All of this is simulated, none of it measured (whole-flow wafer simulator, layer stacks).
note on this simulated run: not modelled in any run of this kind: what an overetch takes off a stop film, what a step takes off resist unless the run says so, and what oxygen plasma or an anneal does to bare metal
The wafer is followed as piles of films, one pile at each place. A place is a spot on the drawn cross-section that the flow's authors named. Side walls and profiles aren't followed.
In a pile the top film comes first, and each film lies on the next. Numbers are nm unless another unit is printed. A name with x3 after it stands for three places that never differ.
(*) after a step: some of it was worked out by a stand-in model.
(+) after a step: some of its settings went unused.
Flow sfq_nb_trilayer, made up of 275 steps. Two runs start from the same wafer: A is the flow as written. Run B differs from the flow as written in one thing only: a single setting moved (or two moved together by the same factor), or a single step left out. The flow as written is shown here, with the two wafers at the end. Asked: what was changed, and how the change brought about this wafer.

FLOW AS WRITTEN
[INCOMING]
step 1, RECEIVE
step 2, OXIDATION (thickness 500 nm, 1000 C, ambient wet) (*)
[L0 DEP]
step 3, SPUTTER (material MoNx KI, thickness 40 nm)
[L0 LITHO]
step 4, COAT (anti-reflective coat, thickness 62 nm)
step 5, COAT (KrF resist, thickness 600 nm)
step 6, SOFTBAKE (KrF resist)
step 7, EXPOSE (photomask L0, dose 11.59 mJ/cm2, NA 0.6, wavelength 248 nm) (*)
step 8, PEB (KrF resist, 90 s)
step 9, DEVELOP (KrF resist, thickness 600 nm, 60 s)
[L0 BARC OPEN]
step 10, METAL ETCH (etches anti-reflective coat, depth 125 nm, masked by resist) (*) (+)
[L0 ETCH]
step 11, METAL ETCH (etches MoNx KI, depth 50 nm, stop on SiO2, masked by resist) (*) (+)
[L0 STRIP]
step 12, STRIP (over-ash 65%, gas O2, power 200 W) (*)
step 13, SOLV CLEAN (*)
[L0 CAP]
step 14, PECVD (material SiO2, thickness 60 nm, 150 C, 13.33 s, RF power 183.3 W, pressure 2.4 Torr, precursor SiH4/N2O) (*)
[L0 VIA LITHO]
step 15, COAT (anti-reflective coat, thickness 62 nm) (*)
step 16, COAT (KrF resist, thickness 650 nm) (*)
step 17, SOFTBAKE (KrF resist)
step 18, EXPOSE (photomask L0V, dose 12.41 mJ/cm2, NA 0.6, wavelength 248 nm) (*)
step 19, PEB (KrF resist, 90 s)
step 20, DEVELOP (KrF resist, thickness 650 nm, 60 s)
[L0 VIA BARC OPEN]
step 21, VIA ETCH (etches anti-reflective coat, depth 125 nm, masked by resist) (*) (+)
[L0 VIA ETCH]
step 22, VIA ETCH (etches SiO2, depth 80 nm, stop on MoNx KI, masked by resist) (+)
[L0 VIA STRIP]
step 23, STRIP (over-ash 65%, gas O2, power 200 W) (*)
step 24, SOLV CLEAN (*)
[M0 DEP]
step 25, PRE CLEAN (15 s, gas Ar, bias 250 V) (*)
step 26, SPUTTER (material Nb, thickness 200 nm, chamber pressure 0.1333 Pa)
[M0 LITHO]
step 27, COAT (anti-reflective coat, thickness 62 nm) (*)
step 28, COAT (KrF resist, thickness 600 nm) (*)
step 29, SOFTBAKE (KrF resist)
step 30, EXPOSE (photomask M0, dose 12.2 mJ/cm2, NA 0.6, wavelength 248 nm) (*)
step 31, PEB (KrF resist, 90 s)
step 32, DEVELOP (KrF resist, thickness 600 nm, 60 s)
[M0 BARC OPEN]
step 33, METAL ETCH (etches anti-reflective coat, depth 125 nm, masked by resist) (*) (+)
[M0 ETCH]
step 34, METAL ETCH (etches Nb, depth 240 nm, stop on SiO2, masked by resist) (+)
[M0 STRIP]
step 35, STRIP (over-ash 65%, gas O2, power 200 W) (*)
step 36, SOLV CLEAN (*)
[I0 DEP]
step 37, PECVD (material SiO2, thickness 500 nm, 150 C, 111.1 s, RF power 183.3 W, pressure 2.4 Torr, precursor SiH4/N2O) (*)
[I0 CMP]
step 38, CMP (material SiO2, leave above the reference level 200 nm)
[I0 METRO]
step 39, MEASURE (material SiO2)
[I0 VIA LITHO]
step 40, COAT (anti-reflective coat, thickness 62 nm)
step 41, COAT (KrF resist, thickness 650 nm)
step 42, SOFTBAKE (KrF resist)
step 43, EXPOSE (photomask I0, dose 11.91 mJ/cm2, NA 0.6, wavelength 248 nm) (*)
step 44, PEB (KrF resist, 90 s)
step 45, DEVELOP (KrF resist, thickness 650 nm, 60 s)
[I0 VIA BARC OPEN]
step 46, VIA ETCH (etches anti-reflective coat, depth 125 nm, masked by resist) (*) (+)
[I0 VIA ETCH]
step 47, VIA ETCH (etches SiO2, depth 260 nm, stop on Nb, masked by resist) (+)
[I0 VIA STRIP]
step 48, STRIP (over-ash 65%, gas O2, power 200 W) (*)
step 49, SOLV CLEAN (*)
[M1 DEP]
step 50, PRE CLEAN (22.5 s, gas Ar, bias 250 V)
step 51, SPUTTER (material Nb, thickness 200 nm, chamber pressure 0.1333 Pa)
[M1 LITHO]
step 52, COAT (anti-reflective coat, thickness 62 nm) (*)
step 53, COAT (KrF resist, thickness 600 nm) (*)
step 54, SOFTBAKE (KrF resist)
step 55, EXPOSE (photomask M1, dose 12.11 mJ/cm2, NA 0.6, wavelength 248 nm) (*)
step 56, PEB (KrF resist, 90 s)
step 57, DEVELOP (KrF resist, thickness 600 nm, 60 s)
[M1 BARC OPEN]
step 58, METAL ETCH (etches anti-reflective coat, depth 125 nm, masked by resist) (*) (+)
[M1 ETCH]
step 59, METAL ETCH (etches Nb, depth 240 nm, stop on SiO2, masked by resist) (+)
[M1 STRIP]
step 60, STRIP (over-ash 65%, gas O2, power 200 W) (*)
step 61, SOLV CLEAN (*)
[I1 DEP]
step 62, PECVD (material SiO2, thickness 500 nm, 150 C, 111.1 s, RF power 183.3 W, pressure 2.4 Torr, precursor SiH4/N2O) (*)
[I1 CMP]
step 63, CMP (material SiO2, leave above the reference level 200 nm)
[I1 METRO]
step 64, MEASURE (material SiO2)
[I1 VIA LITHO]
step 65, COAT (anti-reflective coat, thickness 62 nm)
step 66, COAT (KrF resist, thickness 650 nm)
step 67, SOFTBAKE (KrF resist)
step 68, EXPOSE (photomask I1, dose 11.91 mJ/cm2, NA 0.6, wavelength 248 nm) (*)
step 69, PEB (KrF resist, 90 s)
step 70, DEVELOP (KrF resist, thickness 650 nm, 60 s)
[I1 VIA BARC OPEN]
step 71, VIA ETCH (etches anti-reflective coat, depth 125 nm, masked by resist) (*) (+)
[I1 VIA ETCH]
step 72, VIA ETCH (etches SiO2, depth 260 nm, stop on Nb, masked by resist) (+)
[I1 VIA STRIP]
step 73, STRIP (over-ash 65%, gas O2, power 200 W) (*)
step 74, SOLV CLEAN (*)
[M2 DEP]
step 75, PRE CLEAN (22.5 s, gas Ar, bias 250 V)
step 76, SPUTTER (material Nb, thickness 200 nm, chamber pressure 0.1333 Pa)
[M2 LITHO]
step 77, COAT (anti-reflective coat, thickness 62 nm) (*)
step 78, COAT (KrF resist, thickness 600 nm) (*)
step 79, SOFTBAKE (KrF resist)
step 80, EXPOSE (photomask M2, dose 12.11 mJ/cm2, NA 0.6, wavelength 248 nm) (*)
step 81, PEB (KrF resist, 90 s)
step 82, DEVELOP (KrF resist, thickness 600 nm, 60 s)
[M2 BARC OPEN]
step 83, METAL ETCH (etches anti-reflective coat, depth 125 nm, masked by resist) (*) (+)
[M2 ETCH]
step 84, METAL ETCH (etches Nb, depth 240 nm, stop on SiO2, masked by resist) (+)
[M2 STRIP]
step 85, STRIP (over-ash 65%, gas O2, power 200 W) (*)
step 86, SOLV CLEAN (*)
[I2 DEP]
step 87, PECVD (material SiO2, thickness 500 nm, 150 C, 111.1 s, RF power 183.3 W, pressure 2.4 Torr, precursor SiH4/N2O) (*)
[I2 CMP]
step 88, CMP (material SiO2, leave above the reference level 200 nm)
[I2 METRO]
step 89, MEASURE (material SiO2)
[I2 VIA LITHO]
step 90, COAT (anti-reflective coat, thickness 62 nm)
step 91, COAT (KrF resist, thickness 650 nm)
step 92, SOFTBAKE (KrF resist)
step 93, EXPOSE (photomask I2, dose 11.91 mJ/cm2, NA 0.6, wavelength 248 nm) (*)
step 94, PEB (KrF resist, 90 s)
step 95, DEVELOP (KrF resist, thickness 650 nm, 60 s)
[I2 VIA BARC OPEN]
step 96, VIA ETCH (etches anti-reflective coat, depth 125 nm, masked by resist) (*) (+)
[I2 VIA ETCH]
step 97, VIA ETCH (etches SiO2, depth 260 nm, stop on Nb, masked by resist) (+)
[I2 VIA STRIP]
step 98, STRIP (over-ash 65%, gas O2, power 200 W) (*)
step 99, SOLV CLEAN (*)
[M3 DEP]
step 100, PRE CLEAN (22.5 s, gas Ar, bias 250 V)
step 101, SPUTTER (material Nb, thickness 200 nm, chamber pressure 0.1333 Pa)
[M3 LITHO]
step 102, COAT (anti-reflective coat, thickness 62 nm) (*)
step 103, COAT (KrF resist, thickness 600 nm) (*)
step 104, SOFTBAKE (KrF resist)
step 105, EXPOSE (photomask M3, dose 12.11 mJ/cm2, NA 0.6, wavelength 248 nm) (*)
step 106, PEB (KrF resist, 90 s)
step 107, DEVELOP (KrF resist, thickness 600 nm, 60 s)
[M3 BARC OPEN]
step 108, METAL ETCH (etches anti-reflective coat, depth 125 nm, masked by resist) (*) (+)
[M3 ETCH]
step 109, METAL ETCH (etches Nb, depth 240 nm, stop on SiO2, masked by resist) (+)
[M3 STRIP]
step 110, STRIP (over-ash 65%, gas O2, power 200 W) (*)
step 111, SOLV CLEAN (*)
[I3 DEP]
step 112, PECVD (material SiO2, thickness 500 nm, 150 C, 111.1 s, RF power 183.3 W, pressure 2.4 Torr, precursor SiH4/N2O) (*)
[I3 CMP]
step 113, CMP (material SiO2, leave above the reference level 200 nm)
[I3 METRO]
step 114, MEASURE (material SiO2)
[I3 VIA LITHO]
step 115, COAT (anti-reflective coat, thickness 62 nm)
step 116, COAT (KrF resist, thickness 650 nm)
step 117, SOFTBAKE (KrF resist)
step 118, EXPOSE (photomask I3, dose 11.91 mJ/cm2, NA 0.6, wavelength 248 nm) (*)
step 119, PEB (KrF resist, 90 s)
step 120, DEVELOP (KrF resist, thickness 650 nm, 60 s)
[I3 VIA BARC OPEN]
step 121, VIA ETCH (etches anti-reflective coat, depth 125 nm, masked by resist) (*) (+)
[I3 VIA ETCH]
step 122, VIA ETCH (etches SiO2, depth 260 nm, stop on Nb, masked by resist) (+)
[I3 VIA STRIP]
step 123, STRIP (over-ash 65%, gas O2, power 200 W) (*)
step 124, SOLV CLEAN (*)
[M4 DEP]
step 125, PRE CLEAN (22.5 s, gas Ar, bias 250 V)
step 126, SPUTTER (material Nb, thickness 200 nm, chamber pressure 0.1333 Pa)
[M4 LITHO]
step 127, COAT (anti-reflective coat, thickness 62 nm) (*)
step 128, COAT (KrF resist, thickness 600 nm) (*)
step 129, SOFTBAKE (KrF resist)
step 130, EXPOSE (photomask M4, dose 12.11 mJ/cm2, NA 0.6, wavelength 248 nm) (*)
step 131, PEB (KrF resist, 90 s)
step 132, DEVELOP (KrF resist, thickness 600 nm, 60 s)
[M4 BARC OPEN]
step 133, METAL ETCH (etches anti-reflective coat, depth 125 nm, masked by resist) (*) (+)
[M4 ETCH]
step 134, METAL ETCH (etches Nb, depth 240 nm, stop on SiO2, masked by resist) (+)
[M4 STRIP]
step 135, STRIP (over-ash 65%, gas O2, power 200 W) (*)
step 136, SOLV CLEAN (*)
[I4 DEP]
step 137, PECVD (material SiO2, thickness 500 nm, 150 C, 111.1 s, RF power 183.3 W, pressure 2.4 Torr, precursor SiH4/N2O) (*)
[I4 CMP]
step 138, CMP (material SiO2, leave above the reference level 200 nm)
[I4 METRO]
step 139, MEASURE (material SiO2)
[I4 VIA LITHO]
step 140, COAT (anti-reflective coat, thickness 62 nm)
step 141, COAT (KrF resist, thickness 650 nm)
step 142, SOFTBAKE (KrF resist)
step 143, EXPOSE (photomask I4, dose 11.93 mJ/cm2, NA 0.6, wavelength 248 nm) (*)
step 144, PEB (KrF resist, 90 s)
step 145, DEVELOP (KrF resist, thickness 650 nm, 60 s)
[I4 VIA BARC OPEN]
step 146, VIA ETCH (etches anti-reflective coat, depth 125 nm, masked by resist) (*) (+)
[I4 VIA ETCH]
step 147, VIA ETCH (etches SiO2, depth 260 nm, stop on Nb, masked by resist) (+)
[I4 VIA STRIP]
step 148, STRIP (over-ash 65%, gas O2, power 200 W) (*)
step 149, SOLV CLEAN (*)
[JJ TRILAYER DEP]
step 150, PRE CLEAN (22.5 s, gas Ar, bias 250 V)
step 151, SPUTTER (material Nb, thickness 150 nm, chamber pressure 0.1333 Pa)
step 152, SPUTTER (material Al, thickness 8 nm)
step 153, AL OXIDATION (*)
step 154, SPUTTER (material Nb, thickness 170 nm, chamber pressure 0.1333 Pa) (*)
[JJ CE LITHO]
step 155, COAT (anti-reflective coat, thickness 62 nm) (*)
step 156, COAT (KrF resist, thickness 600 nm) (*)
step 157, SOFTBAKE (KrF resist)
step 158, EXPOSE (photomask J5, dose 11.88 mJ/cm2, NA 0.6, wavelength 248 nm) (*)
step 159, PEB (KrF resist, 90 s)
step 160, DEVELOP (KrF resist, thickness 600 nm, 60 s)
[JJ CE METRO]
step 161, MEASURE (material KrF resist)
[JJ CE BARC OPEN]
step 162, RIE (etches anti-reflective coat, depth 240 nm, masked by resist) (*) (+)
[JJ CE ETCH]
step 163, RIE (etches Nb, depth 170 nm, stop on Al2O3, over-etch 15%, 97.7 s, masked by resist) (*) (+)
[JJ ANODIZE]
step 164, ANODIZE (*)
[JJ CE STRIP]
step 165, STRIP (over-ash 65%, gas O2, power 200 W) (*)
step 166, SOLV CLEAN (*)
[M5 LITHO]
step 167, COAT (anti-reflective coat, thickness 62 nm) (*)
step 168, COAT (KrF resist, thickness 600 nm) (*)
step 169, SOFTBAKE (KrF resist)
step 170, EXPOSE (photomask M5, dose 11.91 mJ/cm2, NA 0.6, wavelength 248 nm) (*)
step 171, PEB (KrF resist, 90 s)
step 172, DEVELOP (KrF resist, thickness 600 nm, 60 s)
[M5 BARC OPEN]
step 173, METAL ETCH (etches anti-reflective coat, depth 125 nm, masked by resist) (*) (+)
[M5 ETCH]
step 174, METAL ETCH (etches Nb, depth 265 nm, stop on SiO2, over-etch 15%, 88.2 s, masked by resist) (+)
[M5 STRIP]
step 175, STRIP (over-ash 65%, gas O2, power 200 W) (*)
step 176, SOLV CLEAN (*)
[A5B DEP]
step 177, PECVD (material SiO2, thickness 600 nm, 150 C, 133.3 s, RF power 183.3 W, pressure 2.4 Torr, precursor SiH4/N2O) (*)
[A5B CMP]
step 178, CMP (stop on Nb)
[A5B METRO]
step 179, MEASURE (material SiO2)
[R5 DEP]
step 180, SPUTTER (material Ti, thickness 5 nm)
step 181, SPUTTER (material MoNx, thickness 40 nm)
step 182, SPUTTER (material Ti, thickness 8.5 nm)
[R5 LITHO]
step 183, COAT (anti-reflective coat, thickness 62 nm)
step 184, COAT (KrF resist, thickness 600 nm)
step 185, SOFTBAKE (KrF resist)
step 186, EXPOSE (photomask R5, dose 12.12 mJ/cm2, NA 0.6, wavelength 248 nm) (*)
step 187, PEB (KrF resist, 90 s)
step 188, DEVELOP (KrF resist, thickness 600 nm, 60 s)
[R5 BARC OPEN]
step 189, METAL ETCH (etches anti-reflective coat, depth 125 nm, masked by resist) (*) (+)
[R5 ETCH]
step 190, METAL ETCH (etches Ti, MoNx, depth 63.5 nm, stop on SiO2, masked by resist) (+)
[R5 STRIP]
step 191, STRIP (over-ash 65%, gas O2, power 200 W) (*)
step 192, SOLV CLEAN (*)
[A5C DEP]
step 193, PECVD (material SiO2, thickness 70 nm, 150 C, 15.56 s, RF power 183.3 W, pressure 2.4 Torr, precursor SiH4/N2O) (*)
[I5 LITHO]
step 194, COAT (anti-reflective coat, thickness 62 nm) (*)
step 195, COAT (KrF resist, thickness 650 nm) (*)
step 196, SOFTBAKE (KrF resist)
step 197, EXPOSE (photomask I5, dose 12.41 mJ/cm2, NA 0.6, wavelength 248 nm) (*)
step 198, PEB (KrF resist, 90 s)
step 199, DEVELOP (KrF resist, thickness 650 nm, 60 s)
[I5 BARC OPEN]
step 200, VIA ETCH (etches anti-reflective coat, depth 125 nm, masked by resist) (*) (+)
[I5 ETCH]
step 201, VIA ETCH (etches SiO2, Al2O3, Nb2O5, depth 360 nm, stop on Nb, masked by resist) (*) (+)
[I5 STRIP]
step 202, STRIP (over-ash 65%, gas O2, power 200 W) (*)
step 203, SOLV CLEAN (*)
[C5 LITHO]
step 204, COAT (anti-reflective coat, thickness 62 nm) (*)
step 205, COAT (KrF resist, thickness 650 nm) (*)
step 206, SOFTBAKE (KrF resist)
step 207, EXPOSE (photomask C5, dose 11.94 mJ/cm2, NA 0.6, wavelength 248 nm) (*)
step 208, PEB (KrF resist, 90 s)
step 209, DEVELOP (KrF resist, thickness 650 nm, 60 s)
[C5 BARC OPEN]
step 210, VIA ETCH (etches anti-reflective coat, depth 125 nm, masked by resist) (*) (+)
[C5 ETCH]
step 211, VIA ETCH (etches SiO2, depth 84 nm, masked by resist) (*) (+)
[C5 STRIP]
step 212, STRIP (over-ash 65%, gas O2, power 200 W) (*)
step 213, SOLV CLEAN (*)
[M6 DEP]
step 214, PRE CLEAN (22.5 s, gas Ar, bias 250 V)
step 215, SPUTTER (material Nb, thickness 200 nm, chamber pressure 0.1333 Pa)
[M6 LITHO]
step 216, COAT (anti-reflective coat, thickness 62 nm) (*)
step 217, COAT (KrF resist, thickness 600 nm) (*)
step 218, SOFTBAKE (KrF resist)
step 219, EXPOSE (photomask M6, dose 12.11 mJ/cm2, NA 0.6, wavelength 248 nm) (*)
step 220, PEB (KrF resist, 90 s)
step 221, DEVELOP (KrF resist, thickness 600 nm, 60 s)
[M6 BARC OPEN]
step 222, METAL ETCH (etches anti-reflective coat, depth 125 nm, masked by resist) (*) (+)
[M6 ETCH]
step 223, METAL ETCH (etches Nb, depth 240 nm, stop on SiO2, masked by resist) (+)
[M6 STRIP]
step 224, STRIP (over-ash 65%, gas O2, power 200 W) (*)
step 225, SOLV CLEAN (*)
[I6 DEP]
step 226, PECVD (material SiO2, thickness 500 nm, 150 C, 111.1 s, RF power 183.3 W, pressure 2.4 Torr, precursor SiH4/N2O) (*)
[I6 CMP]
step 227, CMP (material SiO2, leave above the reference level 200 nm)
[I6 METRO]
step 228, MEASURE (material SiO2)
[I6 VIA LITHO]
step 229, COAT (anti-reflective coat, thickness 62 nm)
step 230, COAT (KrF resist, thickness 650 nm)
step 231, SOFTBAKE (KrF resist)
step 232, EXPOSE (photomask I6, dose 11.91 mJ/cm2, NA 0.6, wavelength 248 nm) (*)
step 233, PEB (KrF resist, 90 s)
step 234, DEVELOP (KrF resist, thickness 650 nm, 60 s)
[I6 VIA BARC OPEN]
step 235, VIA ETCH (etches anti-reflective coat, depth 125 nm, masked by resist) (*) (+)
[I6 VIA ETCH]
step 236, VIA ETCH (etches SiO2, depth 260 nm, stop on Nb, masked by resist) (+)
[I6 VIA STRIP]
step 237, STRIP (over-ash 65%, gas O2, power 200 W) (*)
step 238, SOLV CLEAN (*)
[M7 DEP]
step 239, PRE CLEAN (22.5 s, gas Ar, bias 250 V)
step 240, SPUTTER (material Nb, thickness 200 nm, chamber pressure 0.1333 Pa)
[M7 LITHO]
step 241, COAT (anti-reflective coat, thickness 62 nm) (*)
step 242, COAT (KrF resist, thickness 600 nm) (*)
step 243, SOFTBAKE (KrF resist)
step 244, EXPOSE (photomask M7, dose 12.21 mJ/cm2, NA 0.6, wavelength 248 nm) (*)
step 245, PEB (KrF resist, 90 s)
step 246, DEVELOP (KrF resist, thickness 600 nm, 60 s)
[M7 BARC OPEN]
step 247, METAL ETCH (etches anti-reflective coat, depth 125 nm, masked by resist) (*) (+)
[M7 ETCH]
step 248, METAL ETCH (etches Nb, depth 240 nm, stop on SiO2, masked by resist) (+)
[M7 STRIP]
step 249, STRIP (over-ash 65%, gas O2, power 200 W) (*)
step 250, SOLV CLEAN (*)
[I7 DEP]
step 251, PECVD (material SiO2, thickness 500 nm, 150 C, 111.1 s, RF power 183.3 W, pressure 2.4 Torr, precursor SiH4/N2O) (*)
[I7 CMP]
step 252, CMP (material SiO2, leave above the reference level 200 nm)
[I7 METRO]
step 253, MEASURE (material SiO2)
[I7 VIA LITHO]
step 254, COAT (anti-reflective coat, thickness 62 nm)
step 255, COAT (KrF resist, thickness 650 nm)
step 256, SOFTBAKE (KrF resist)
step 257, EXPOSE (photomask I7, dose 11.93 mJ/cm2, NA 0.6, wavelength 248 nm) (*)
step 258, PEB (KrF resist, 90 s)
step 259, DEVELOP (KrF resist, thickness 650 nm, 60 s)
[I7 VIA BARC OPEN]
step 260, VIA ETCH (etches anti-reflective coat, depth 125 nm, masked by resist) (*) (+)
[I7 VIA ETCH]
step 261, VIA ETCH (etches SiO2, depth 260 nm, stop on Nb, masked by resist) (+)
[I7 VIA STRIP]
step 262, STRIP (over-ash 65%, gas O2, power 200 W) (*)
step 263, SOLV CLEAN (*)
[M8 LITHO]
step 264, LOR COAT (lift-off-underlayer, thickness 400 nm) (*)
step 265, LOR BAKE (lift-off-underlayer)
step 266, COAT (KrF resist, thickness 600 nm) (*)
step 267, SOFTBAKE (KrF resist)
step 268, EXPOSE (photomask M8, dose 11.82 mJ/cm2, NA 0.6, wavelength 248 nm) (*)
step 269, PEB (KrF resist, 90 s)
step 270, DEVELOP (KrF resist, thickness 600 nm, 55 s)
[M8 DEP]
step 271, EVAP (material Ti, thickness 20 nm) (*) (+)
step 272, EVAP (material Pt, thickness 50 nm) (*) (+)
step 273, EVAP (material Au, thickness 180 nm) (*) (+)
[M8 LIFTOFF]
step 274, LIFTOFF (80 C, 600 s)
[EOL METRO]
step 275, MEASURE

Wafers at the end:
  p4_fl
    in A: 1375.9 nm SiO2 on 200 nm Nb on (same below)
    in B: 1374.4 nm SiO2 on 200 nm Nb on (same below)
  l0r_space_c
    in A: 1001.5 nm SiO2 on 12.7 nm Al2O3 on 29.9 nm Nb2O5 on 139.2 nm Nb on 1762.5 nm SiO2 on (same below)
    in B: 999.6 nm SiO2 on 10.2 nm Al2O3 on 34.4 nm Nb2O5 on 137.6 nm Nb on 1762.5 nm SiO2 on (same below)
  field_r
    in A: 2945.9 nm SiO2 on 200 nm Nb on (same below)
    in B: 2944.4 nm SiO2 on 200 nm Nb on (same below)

Cause: step 152, SPUTTER: thickness 6.48 nm was run, whereas the flow has thickness 8 nm.

Step by step, how the change led to this:
  step 152, SPUTTER (material Al, thickness 8 nm)
      field_l, v_sur, via_sp and 100 more: A +8 Al (new film) | B +6.48 Al (new film)
      via_wl, via_wr: A +5.14 Al (new film) | B +4.16 Al (new film)
      (also at 1 further place)
  step 164, ANODIZE (*)
      field_l, v_sur, via_sp and 96 more: A +12.2 Al2O3, +29.9 Nb2O5 (new film), -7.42 Al (all of it), -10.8 Nb | B +9.73 Al2O3, +34.4 Nb2O5 (new film), -5.9 Al (all of it), -12.4 Nb
      via_wl, via_wr: A +7.52 Al2O3 (new film), +39.2 Nb2O5 (new film), -4.56 Al (all of it), -14.1 Nb | B +5.91 Al2O3 (new film), +42.1 Nb2O5 (new film), -3.58 Al (all of it), -15.1 Nb
      (also at 1 further place)
  step 167, COAT (anti-reflective coat, thickness 62 nm) (*)
      ce_l: A +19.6 anti-reflective coat (new film) | B +18.8 anti-reflective coat (new film)
      ce_r: A +19.7 anti-reflective coat (new film) | B +18.9 anti-reflective coat (new film)
  step 174, METAL ETCH (etches Nb, depth 265 nm, stop on SiO2, over-etch 15%, 88.2 s, masked by resist) (+)
      field_l, r_sur, res and 50 more: A -12.6 Al2O3 (all of it), -29.9 Nb2O5 (all of it), -139.2 Nb (all of it), -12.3 SiO2 | B -10.1 Al2O3 (all of it), -34.4 Nb2O5 (all of it), -137.6 Nb (all of it), -12.3 SiO2
  step 175, STRIP (over-ash 65%, gas O2, power 200 W) (*)
      ce_l: A -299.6 KrF resist (all of it), -19.6 anti-reflective coat (all of it) | B -301.7 KrF resist (all of it), -18.8 anti-reflective coat (all of it)
      ce_r: A -299.9 KrF resist (all of it), -19.7 anti-reflective coat (all of it) | B -301.9 KrF resist (all of it), -18.9 anti-reflective coat (all of it)
  step 201, VIA ETCH (etches SiO2, Al2O3, Nb2O5, depth 360 nm, stop on Nb, masked by resist) (*) (+)
      be: A -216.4 SiO2 (all of it), -12.7 Al2O3 (all of it), -29.9 Nb2O5 (all of it) | B -214.5 SiO2 (all of it), -10.2 Al2O3 (all of it), -34.4 Nb2O5 (all of it)
